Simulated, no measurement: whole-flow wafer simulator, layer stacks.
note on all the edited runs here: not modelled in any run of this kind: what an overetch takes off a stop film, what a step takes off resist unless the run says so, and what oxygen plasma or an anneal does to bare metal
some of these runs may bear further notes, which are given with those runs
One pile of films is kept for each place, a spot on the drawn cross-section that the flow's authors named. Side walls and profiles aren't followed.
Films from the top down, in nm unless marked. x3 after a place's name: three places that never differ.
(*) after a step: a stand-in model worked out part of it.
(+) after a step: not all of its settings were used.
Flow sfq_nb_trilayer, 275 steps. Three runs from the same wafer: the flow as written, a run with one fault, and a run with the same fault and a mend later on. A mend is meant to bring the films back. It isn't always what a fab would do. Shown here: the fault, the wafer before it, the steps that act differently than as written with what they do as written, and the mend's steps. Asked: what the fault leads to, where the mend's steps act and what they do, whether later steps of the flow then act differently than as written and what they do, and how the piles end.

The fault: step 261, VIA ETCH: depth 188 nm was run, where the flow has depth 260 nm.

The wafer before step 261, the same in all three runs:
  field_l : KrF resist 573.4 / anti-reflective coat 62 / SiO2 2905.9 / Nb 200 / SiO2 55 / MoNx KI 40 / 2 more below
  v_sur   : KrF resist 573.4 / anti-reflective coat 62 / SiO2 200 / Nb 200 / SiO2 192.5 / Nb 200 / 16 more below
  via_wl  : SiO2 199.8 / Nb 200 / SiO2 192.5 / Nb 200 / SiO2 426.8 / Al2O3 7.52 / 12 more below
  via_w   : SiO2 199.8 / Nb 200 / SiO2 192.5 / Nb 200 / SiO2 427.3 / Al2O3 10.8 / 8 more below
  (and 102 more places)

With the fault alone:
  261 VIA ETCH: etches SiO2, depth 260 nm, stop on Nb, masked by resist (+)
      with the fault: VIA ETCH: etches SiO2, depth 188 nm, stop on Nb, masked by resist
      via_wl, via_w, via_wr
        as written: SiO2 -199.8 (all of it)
        with the fault: SiO2 -188
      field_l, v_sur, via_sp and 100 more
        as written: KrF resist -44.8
        with the fault: KrF resist -32.4
  Later steps of the flow that act differently than as written (5 more steps differ only slightly, by at most 2% or 0.5 nm, whichever is larger, and aren't shown):
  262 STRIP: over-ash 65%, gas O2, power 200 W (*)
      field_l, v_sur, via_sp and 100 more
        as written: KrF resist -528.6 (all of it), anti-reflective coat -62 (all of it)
        with the fault: KrF resist -541 (all of it), anti-reflective coat -62 (all of it)
  At the end the piles differ from the flow's by more than 2% or 0.5 nm, whichever is larger, at via_wl, via_w, via_wr.
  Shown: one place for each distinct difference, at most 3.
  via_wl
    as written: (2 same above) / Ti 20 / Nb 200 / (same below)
    with the fault: (2 same above) / Ti 20 / SiO2 11.8 / Nb 200 / (same below)

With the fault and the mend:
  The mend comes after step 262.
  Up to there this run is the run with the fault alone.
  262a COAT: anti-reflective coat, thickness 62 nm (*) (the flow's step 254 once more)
      p4_fl x3, p4_w1 x9, p4_g1 x2 and 63 more
        anti-reflective coat +62 (new film)
      field_r, lsp_l, ln_m5, lsp_m, ln_m6, lsp_r, l0_sur, l0v
        anti-reflective coat +61.7 (new film)
      jj_sur, ce_l, c5j, ce_r, sp_r
        anti-reflective coat +61.5 (new film)
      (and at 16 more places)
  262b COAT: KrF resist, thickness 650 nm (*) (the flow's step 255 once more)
      p4_fl x3, p4_w1 x9, p4_g1 x2 and 63 more
        KrF resist +650 (new film)
      moat, field_r, lsp_l, ln_m5, lsp_m, ln_m6, lsp_r, l0_sur
        KrF resist +649.3 (new film)
      res, r_end, l0v
        KrF resist +649.2 (new film)
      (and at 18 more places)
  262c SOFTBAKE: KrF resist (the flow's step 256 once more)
      changes no film at any place that is followed
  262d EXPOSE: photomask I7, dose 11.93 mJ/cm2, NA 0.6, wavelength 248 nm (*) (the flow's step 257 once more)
      changes no film at any place that is followed
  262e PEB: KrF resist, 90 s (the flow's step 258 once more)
      be_r, r_sur, res and 87 more
        KrF resist -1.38
      wire, be, be_sur and 6 more
        KrF resist -1.37
      v_sur, via_sp, via_v
        KrF resist -1.36
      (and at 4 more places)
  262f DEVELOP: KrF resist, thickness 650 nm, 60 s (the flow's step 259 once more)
      field_l, v_sur, via_sp and 100 more
        KrF resist -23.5
      via_wl
        KrF resist -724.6 (all of it)
      via_w
        KrF resist -778.9 (all of it)
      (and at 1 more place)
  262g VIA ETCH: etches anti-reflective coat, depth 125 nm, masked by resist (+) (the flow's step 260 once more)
      field_l, v_sur, via_sp and 100 more
        KrF resist -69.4
      via_wl, via_wr
        anti-reflective coat -125
      via_w
        anti-reflective coat -79.7 (all of it), SiO2 -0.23
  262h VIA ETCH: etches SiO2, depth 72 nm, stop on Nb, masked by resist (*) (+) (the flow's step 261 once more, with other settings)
      field_l, v_sur, via_sp and 100 more
        KrF resist -3
      via_wl, via_wr
        anti-reflective coat -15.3 (all of it), SiO2 -11.8 (all of it)
      via_w
        SiO2 -11.6 (all of it)
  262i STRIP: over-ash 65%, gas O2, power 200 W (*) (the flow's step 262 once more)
      p4_fl x3, p4_w1 x9, p4_g1 x2 and 63 more
        KrF resist -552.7 (all of it), anti-reflective coat -62 (all of it)
      lsp_l, ln_m5, lsp_m, ln_m6, lsp_r
        KrF resist -552 (all of it), anti-reflective coat -61.7 (all of it)
      c5j, ce_r
        KrF resist -551.6 (all of it), anti-reflective coat -61.5 (all of it)
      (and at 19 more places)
  No later step of the flow acts differently than as written at any place that is followed.
  At the end the piles are the same as the flow's at every place that both follow.
